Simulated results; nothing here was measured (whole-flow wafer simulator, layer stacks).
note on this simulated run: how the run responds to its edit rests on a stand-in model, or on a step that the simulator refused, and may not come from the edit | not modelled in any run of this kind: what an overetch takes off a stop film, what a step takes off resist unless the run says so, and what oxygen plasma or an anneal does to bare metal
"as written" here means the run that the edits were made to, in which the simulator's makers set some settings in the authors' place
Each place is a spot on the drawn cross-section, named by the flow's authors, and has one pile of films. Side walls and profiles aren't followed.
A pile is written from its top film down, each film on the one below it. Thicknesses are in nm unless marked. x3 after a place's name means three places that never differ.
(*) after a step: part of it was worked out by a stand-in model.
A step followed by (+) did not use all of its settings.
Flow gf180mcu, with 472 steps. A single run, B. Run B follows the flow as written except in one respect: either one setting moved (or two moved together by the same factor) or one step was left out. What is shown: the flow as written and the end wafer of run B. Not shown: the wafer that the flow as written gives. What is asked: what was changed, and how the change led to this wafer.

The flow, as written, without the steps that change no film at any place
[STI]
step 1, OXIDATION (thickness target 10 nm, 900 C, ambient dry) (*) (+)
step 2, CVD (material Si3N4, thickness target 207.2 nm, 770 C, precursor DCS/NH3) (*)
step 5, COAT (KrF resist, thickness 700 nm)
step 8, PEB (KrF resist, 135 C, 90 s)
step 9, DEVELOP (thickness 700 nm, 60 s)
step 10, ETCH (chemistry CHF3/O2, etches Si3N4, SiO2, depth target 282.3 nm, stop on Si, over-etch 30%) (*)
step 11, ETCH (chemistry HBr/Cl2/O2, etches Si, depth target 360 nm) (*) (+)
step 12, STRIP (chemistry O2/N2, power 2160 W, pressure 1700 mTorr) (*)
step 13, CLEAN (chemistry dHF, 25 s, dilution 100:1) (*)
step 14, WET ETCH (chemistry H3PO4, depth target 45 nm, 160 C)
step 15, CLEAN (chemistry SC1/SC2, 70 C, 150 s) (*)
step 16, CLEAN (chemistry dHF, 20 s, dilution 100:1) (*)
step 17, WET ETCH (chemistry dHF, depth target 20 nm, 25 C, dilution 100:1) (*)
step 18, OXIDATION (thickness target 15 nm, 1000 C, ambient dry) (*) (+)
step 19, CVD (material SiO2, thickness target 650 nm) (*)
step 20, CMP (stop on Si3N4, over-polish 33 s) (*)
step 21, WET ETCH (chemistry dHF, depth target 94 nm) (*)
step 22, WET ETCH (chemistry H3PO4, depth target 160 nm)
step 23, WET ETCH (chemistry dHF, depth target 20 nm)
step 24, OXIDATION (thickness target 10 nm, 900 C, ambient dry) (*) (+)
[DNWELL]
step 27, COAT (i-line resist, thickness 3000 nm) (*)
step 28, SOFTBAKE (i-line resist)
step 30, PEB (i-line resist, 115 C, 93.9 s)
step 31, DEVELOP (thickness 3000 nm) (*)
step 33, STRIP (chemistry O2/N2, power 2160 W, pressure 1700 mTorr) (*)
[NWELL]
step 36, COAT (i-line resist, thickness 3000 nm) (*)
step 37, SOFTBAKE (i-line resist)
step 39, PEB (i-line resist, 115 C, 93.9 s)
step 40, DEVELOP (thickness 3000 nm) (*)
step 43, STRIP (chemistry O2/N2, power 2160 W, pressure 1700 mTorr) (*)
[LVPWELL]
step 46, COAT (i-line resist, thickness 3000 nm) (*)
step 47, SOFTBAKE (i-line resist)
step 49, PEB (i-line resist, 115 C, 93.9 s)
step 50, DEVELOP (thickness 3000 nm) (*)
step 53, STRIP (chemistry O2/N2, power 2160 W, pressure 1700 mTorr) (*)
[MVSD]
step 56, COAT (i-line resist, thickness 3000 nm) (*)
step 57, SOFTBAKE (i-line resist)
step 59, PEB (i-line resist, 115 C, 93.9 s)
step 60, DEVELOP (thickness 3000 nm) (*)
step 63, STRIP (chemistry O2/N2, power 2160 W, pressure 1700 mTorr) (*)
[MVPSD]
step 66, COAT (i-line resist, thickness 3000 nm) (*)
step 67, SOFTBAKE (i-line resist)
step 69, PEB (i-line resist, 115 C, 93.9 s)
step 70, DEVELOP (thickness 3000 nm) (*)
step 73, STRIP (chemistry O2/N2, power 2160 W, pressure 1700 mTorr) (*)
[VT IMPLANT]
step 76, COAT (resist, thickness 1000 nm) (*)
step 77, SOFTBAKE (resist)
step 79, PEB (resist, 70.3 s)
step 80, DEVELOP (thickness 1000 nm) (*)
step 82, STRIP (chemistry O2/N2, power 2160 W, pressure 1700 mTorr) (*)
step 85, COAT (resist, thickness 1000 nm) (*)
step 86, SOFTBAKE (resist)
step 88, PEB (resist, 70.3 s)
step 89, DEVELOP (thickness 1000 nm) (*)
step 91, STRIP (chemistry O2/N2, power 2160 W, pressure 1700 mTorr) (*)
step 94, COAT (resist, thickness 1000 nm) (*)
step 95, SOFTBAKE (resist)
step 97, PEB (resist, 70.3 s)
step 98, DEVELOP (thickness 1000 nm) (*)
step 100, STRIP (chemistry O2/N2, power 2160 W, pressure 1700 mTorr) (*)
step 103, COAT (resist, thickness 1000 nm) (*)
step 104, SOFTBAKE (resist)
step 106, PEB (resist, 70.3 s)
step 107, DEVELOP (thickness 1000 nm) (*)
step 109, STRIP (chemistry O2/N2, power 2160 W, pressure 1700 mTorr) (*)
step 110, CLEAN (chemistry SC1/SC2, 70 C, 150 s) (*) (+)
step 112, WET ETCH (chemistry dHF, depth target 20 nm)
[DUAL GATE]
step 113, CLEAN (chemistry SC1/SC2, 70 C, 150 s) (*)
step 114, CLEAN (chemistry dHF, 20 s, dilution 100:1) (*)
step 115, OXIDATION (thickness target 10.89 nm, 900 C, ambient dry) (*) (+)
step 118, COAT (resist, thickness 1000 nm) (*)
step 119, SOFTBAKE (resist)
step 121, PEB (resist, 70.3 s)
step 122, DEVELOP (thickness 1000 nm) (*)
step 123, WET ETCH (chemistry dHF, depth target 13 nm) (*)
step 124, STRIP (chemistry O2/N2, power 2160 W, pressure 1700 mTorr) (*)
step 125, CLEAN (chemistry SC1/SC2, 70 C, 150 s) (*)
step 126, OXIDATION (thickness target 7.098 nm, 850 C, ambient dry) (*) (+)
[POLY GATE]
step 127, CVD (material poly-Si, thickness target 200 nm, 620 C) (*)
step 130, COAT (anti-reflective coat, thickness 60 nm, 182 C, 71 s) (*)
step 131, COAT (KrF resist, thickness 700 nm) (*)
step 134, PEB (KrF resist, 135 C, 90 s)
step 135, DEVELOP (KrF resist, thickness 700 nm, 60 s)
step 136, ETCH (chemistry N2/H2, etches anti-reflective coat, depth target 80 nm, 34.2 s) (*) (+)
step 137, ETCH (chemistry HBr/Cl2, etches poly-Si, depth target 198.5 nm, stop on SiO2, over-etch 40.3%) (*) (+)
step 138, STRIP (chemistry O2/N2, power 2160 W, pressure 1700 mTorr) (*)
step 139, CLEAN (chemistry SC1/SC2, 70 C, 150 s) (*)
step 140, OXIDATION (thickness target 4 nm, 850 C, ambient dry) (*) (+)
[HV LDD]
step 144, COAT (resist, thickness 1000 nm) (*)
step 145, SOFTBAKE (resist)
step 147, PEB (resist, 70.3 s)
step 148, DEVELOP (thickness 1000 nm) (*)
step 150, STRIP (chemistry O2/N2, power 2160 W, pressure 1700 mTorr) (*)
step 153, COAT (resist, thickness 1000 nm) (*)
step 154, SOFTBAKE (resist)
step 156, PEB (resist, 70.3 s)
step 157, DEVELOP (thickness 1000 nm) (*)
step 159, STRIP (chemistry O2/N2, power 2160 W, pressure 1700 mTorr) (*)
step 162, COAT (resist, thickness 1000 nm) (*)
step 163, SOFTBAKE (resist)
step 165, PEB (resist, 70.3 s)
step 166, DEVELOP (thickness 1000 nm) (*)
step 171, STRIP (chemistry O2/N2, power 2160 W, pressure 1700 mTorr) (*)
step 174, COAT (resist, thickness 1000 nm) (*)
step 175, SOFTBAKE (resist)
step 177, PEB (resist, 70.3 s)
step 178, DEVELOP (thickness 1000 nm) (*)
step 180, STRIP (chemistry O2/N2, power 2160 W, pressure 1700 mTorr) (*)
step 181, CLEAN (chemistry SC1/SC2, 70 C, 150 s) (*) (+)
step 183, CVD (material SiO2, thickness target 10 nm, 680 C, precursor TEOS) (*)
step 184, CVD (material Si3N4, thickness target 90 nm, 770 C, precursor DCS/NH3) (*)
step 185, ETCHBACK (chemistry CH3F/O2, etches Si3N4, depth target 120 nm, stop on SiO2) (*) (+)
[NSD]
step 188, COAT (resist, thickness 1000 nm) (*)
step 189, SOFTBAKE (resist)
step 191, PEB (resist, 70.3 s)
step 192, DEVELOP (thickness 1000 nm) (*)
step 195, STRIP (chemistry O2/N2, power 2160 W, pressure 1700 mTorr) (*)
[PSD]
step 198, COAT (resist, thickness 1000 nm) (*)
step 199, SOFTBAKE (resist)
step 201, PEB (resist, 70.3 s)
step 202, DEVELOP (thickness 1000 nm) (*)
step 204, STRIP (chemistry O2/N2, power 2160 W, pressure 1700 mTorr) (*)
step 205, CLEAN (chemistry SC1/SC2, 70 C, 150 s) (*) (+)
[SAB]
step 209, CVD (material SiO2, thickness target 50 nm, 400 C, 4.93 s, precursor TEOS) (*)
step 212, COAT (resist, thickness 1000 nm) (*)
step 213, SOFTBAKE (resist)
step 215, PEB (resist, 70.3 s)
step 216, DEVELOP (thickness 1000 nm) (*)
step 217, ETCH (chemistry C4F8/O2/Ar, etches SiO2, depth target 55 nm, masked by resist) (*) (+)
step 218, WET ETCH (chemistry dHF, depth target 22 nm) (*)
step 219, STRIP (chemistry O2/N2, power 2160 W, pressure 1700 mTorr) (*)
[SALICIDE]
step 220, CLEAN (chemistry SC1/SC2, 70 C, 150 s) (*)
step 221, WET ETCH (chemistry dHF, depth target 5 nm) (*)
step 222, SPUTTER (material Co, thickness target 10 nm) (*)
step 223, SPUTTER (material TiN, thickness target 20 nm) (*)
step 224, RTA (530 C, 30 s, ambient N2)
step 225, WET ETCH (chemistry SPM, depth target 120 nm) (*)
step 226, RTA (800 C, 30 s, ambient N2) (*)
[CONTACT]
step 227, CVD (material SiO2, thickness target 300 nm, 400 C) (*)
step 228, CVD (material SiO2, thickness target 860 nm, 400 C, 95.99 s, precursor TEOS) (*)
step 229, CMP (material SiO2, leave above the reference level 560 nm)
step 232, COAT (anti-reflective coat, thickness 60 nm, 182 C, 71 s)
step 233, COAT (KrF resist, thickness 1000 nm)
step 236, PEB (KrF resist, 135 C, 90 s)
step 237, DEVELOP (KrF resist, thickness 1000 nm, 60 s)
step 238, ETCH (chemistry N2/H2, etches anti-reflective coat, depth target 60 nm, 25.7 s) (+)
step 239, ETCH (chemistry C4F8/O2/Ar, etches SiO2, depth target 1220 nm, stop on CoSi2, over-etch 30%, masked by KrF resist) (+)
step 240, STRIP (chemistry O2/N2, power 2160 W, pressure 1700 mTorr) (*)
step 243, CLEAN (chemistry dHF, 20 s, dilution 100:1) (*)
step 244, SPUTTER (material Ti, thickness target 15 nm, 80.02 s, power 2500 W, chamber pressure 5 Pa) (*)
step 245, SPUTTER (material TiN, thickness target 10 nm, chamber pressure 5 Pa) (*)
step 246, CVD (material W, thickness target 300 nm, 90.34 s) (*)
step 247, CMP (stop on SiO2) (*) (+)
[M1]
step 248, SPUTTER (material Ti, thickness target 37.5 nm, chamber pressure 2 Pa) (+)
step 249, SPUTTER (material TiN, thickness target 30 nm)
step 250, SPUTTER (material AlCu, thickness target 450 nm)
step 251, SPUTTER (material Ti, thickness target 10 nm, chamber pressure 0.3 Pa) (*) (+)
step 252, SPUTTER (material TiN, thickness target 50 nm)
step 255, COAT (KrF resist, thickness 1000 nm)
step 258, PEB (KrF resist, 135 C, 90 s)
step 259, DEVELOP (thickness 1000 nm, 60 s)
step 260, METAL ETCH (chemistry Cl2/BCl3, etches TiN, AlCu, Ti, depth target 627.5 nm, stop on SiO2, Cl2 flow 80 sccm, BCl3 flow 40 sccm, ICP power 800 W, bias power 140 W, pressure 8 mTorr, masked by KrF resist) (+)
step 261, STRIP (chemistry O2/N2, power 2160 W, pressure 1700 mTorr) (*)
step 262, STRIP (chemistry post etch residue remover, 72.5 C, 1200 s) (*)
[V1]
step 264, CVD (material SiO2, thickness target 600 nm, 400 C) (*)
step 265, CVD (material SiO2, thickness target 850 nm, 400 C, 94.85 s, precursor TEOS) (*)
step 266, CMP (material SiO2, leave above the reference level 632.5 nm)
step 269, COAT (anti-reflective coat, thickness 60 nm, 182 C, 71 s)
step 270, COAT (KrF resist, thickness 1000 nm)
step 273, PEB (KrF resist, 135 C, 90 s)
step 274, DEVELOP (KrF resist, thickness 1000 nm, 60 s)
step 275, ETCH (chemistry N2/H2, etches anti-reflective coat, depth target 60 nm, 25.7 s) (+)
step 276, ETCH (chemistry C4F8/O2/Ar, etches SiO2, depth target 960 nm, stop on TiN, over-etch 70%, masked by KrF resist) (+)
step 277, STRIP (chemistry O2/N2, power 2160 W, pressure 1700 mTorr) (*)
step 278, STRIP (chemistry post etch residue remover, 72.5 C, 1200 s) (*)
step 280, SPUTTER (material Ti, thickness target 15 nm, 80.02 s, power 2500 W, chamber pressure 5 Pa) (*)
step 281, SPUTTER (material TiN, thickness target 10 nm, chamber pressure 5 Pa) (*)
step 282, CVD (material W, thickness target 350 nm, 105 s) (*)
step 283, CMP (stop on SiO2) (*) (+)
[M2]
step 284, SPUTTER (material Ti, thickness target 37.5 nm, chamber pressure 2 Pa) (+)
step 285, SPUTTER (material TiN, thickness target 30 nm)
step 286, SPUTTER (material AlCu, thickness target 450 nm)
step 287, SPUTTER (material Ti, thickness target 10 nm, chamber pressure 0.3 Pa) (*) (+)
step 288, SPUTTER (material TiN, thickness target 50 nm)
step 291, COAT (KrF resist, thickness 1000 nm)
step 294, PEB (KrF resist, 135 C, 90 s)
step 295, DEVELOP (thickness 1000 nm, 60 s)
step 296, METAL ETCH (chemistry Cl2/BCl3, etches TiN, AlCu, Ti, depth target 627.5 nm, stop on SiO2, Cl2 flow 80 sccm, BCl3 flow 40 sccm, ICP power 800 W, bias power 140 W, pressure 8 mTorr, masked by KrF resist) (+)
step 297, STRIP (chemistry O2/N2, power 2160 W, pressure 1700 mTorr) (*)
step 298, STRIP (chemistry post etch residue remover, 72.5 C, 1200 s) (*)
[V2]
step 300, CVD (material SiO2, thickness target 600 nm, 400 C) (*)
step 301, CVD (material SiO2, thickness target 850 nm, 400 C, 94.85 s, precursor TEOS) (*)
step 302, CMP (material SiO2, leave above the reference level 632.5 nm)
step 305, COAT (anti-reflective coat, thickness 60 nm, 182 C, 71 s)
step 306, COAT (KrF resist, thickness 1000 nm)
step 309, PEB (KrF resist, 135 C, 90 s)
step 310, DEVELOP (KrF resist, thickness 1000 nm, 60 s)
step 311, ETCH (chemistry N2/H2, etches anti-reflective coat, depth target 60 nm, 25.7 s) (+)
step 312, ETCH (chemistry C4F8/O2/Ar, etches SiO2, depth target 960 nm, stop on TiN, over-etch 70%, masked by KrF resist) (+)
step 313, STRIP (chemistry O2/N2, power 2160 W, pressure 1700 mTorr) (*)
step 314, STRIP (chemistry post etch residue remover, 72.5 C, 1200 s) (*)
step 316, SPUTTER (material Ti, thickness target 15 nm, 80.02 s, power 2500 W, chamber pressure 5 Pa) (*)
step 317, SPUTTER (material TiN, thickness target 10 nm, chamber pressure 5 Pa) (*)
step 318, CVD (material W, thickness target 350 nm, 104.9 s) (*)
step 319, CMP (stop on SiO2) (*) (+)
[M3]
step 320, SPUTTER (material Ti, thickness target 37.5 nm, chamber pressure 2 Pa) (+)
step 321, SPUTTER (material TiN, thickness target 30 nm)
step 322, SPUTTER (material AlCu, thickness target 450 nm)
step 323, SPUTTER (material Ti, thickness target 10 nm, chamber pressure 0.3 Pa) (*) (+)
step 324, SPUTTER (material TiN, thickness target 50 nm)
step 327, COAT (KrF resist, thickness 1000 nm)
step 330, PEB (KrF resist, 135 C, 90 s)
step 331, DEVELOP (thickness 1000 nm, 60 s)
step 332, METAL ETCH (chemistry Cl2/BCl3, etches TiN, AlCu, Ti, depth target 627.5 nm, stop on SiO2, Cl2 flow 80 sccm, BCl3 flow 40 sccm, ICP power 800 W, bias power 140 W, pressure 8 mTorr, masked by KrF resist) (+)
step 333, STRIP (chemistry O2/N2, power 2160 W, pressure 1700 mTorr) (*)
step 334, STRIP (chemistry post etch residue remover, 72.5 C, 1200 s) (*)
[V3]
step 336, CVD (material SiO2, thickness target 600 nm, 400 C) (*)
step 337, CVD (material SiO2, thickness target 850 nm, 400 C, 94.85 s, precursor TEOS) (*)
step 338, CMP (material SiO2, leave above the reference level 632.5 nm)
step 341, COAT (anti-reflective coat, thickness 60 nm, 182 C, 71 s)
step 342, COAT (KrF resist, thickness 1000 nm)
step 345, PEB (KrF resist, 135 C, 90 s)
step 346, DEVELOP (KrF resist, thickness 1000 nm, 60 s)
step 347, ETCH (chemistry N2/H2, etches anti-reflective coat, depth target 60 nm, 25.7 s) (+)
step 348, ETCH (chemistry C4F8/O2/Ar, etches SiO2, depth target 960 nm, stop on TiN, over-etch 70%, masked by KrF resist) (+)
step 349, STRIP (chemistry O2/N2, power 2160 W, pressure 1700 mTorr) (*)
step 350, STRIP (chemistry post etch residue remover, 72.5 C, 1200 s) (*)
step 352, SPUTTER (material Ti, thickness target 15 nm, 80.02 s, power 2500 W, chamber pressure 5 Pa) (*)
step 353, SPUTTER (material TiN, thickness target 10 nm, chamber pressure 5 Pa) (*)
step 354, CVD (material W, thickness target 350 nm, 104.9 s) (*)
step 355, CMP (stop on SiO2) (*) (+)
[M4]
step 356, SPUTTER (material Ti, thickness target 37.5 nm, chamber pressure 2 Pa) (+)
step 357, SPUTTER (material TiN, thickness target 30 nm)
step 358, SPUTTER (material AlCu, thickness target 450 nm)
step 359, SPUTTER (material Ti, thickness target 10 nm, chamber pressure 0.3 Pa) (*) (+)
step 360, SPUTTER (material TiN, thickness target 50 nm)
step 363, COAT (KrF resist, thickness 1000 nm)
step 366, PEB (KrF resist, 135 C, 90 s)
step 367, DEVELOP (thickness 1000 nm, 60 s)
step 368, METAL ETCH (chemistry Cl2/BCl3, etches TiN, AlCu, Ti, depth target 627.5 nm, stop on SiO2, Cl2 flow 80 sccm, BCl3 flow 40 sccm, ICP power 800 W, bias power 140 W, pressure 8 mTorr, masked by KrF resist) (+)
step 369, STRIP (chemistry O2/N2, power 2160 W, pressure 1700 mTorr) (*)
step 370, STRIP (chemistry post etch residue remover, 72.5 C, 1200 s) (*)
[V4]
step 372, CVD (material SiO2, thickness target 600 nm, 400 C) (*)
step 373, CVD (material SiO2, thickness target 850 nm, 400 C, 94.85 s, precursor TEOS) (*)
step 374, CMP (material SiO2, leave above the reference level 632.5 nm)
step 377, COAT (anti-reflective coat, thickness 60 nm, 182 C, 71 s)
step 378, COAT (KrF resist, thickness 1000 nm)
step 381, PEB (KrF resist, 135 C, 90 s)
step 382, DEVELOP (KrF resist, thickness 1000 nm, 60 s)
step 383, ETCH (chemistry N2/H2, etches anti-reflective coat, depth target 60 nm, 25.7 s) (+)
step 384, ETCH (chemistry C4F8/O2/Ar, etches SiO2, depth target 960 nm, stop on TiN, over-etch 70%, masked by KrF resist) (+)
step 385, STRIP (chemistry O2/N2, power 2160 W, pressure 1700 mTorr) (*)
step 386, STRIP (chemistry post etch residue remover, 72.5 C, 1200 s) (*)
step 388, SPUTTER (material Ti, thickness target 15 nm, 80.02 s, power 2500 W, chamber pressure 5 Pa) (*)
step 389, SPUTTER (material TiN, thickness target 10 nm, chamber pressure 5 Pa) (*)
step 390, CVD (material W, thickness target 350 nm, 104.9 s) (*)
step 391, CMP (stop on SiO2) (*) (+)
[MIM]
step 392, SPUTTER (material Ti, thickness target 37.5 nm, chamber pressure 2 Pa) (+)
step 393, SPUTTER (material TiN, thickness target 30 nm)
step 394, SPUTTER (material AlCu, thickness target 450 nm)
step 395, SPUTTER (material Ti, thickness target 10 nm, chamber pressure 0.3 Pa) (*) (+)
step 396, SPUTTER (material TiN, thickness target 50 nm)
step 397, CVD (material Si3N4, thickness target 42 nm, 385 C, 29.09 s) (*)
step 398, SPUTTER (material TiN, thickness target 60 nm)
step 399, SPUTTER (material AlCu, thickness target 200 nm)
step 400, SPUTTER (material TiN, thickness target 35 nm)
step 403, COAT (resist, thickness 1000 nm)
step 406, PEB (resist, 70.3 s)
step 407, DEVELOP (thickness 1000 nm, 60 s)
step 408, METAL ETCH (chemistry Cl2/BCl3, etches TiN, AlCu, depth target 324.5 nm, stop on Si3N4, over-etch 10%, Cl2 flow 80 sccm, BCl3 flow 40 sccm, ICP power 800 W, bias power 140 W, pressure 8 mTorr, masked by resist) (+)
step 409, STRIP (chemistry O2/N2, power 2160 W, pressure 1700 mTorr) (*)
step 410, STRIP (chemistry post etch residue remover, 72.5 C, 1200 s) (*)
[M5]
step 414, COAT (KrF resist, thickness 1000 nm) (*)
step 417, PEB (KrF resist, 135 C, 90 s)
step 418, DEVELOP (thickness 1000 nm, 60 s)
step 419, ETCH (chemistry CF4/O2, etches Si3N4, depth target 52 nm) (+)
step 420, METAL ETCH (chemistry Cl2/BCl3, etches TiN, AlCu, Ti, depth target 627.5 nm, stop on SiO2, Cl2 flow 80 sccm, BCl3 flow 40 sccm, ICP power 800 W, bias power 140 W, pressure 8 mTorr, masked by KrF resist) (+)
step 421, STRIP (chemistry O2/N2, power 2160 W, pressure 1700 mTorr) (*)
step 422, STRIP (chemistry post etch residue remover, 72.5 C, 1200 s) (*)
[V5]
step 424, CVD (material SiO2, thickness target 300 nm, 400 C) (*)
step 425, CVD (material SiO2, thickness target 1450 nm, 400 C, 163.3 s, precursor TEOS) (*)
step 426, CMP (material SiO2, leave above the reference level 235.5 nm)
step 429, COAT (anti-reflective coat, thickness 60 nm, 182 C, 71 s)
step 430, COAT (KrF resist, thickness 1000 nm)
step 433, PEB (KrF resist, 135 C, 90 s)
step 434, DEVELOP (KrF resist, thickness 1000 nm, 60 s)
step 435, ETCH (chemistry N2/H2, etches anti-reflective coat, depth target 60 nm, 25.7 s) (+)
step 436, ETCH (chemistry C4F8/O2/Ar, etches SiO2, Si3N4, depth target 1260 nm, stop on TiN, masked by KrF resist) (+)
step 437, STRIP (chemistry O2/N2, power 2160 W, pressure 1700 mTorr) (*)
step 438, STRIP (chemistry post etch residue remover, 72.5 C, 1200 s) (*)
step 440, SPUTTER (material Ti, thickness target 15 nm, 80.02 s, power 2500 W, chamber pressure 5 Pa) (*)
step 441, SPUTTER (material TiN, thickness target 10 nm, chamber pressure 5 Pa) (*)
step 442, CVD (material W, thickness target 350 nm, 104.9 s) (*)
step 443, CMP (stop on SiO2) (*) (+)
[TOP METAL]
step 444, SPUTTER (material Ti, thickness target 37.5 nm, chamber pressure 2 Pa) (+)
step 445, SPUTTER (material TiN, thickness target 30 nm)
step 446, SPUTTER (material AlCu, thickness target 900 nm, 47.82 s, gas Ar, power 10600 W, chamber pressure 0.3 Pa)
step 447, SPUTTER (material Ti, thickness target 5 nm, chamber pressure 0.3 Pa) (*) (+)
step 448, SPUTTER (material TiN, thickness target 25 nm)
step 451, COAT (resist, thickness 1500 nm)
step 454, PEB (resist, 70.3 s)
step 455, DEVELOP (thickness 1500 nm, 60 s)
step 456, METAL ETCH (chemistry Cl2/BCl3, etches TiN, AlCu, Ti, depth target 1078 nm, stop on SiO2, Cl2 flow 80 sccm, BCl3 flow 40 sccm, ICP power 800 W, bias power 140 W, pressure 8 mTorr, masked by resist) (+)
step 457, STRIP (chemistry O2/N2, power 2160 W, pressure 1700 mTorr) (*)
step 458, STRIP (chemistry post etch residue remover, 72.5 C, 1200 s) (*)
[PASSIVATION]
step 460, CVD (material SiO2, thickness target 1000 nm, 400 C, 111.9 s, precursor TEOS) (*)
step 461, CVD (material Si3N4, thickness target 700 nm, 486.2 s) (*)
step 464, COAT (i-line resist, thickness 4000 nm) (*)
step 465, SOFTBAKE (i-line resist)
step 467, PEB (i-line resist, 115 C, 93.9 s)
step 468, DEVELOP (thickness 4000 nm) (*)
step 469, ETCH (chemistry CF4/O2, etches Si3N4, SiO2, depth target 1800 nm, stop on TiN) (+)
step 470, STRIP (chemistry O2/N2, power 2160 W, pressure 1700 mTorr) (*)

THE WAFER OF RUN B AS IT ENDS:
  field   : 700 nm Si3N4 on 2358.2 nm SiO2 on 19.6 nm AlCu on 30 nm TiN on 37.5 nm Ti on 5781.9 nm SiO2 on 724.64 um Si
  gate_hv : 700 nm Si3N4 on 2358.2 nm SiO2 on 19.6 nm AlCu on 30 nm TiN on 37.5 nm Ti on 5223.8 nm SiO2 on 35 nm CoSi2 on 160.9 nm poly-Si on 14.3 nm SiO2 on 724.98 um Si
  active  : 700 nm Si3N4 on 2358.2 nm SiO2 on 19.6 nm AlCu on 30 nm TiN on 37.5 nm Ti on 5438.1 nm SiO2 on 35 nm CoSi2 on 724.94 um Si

Cause: step 420, METAL ETCH: depth target 483.2 nm was run, though the flow has depth target 627.5 nm.

The path from the change to this, step by step:
  step 420, METAL ETCH (chemistry Cl2/BCl3, etches TiN, AlCu, Ti, depth target 627.5 nm, stop on SiO2, Cl2 flow 80 sccm, BCl3 flow 40 sccm, ICP power 800 W, bias power 140 W, pressure 8 mTorr, masked by KrF resist) (+)
      field, field__w1, field__w2 and 101 more: -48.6 TiN (all of it), -10 Ti (all of it), -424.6 AlCu (it would be, as written: -48.6 TiN (all of it), -10 Ti (all of it), -450 AlCu (all of it), -30 TiN (all of it), -37.5 Ti (all of it))
      field__w4, field__w8, contact, m1, m1__w1, mim, mim_1p0, m1_nw: -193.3 KrF resist (it would be, as written: -251 KrF resist)
  step 421, STRIP (chemistry O2/N2, power 2160 W, pressure 1700 mTorr) (*)
      field__w8, m1__w1: -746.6 KrF resist (all of it) (it would be, as written: -688.9 KrF resist (all of it))
      contact, m1: -747 KrF resist (all of it) (it would be, as written: -689.3 KrF resist (all of it))
      (also at 4 further places)
  step 422, STRIP (chemistry post etch residue remover, 72.5 C, 1200 s) (*)
      field, field__w1, field__w2 and 101 more: -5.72 AlCu (it would be, as written: nothing)
  step 424, CVD (material SiO2, thickness target 300 nm, 400 C) (*)
      field, field__w1, field__w2 and 101 more: +300 SiO2 (new film) (it would be, as written: +300 SiO2)
  step 426, CMP (material SiO2, leave above the reference level 235.5 nm)
      field, field__w1, field__w5 and 92 more: -388 SiO2 (it would be, as written: -300.8 SiO2)
      field__w2, field__w3, field__w12 and 6 more: -363.8 SiO2 (it would be, as written: -272.7 SiO2)
With metal films that touch counted as one body, field has 1 body; the flow as written gives 0 bodies.
With metal films that touch counted as one body, gate_hv has 2 bodies (between them, from the top down: SiO2 5223.8); the flow as written gives 1 body.
With metal films that touch counted as one body, active has 2 bodies (between them, from the top down: SiO2 5438.1); the flow as written gives 1 body.
